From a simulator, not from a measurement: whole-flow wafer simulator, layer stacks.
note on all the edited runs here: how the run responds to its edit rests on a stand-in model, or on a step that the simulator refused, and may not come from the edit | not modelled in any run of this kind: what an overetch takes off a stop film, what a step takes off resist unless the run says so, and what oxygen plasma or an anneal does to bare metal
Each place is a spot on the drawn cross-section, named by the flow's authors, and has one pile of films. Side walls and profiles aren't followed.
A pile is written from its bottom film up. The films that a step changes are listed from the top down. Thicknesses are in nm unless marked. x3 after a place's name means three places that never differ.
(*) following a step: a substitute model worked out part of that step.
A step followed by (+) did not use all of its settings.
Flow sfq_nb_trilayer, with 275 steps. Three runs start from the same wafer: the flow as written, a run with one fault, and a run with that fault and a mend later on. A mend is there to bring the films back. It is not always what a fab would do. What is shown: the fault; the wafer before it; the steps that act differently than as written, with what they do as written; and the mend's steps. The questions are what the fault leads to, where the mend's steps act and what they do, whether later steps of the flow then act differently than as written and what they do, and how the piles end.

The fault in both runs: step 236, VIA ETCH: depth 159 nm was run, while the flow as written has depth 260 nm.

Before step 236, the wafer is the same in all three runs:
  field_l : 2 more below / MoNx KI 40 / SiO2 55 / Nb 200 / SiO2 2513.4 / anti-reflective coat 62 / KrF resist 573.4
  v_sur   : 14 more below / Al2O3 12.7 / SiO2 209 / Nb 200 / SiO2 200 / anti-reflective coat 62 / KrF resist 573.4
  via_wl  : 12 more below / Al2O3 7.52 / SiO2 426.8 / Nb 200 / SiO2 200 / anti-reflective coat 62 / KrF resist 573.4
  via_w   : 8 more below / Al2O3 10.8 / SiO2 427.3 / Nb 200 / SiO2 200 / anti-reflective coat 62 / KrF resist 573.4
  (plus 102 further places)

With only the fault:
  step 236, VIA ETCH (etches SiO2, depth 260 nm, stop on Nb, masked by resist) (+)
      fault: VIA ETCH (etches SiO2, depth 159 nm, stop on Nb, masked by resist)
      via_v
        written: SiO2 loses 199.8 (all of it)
        fault: SiO2 loses 159
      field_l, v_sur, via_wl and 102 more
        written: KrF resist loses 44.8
        fault: KrF resist loses 27.4
  Later steps of the flow acting differently than as written (2 more steps, not shown, differ only slightly: by at most 2% or 0.5 nm, whichever is larger):
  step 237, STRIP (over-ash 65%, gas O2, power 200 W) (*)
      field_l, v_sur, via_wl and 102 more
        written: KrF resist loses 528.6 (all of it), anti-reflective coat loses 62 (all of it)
        fault: KrF resist loses 546 (all of it), anti-reflective coat loses 62 (all of it)
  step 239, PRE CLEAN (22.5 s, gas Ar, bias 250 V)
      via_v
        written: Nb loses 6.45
        fault: SiO2 loses 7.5
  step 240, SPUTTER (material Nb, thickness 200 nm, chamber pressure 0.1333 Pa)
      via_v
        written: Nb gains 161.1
        fault: Nb gains 170.7 (new film)
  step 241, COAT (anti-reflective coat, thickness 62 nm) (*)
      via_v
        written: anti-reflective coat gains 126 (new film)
        fault: anti-reflective coat gains 115.5 (new film)
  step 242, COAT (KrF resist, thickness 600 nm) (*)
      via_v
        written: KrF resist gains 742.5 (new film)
        fault: KrF resist gains 709.9 (new film)
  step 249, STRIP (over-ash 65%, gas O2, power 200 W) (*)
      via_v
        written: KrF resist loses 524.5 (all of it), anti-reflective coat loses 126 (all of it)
        fault: KrF resist loses 492.1 (all of it), anti-reflective coat loses 115.5 (all of it)
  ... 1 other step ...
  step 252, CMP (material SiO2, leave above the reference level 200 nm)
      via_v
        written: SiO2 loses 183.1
        fault: SiO2 loses 157.1
  By the end, the piles at via_v depart from the flow's by more than 2% or 0.5 nm, whichever is larger.
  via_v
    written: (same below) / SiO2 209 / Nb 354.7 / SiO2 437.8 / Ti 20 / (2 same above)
    fault: (same below) / SiO2 209 / Nb 200 / SiO2 33.3 / Nb 170.7 / SiO2 388.4 / Ti 20 / (2 same above)

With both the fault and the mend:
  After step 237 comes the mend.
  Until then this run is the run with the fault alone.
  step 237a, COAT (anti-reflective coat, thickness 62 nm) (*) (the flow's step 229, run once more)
      p4_fl x3, p4_w1 x9, p4_g1 x2 and 63 more
        anti-reflective coat gains 62 (new film)
      res, r_end, moat and 8 more
        anti-reflective coat gains 61.8 (new film)
      ce_r, sp_r, be_r, r_sur
        anti-reflective coat gains 61.7 (new film)
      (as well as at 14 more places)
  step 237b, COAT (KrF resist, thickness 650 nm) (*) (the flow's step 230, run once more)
      p4_fl x3, p4_w1 x9, p4_g1 x2 and 63 more
        KrF resist gains 650 (new film)
      moat, field_r, lsp_l, ln_m5, lsp_m, l0v
        KrF resist gains 649.6 (new film)
      ln_m6, lsp_r, l0_sur
        KrF resist gains 649.7 (new film)
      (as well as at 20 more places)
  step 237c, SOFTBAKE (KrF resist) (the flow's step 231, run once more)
      does not change any film at any place that is followed
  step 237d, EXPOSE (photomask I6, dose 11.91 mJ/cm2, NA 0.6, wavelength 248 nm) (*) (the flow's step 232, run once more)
      does not change any film at any place that is followed
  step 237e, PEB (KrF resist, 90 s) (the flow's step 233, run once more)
      c5j, ce_r, sp_r and 90 more
        KrF resist loses 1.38
      field_l, v_sur, via_wl and 7 more
        KrF resist loses 1.37
      via_wr, be
        KrF resist loses 1.36
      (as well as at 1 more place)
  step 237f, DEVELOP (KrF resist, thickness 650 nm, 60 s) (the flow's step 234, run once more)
      field_l, v_sur, via_wl and 102 more
        KrF resist loses 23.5
      via_v
        KrF resist loses 742 (all of it)
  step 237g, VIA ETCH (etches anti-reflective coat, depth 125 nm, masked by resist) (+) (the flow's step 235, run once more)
      field_l, v_sur, via_wl and 102 more
        KrF resist loses 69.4
      via_v
        anti-reflective coat loses 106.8 (all of it)
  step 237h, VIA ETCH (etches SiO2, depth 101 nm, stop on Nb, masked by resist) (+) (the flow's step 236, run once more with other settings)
      field_l, v_sur, via_wl and 102 more
        KrF resist loses 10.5
      via_v
        SiO2 loses 40.8 (all of it)
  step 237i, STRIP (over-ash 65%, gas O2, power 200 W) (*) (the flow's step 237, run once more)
      p4_fl x3, p4_w1 x9, p4_g1 x2 and 63 more
        KrF resist loses 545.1 (all of it), anti-reflective coat loses 62 (all of it)
      r_end, moat, field_r, lsp_l, ln_m5, l0v
        KrF resist loses 544.7 (all of it), anti-reflective coat loses 61.8 (all of it)
      lsp_m, ln_m6, lsp_r, l0_sur
        KrF resist loses 544.8 (all of it), anti-reflective coat loses 61.8 (all of it)
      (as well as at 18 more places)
  None of the later steps of the flow acts differently than as written at any place that is followed.
  The piles end the same as the flow's at every place that both follow.
